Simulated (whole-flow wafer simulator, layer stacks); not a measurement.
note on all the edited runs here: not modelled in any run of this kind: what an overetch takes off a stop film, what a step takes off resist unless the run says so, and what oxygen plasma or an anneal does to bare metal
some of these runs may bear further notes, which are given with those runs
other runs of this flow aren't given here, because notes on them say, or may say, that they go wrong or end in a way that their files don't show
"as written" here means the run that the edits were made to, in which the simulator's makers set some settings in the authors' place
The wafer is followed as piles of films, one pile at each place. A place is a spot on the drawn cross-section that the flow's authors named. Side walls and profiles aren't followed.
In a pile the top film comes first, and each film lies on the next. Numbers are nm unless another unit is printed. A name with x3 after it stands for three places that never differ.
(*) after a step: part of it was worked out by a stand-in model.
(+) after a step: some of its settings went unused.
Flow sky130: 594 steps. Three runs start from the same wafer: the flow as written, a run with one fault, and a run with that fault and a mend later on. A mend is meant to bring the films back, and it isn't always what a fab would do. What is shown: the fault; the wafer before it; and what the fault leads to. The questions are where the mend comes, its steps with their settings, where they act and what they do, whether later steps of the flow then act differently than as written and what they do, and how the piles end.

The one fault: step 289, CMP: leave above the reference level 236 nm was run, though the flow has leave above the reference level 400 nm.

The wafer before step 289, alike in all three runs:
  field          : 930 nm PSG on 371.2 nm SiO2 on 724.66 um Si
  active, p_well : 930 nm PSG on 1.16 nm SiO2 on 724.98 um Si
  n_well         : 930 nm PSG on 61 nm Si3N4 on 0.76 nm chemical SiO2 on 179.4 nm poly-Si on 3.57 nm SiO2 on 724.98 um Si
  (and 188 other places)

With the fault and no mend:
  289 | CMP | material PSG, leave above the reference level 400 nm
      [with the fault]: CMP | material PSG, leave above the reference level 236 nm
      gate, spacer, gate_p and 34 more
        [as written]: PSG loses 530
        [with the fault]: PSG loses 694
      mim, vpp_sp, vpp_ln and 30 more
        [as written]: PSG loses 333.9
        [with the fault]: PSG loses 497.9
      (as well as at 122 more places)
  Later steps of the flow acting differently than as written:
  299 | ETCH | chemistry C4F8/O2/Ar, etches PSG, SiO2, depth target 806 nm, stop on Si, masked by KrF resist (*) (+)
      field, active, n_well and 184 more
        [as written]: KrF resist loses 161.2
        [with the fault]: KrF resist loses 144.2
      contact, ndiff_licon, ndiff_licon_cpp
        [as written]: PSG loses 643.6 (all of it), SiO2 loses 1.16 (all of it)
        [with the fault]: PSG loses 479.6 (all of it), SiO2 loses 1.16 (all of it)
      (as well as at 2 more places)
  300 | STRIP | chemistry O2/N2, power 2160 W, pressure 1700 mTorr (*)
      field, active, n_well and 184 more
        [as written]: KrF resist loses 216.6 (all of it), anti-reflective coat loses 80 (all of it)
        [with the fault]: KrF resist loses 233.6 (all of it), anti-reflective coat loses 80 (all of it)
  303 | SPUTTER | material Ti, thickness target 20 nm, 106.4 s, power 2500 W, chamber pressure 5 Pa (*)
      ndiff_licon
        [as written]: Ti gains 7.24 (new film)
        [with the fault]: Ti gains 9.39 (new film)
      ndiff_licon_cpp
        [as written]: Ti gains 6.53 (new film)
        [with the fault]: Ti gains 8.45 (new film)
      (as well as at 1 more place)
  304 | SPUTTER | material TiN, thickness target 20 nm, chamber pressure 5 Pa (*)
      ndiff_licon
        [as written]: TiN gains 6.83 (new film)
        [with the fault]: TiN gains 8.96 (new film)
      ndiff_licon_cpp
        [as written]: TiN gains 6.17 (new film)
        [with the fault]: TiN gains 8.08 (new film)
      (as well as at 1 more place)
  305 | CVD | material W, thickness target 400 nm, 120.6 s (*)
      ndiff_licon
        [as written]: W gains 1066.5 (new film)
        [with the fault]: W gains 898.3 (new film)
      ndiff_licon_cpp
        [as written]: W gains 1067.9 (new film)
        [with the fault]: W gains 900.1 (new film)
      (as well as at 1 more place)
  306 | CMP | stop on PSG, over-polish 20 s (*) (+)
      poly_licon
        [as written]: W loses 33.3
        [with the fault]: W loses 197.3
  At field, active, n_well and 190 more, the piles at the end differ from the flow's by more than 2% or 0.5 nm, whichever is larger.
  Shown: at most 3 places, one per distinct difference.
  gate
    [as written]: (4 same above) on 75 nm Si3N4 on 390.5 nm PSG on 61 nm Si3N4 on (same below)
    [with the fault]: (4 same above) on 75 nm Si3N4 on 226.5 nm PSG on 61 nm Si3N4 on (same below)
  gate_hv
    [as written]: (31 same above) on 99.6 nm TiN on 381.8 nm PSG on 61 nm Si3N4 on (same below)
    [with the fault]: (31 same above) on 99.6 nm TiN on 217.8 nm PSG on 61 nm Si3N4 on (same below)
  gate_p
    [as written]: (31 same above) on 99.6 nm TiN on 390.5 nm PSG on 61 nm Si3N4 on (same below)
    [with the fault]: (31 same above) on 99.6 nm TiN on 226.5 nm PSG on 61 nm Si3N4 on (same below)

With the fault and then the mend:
  The mend follows step 289.
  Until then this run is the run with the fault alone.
  289a | HDPCVD | material PSG, thickness target 164 nm (*) (the flow's step 288 again, with other settings)
      field, active, n_well and 189 more
        PSG gains 164
  None of the later steps of the flow differs from how it acts as written, at any place that is followed, by more than 2% or 0.5 nm, whichever is larger.
  The piles end only slightly different from the flow's at the places that both follow, by no more than 2% or 0.5 nm, whichever is larger.
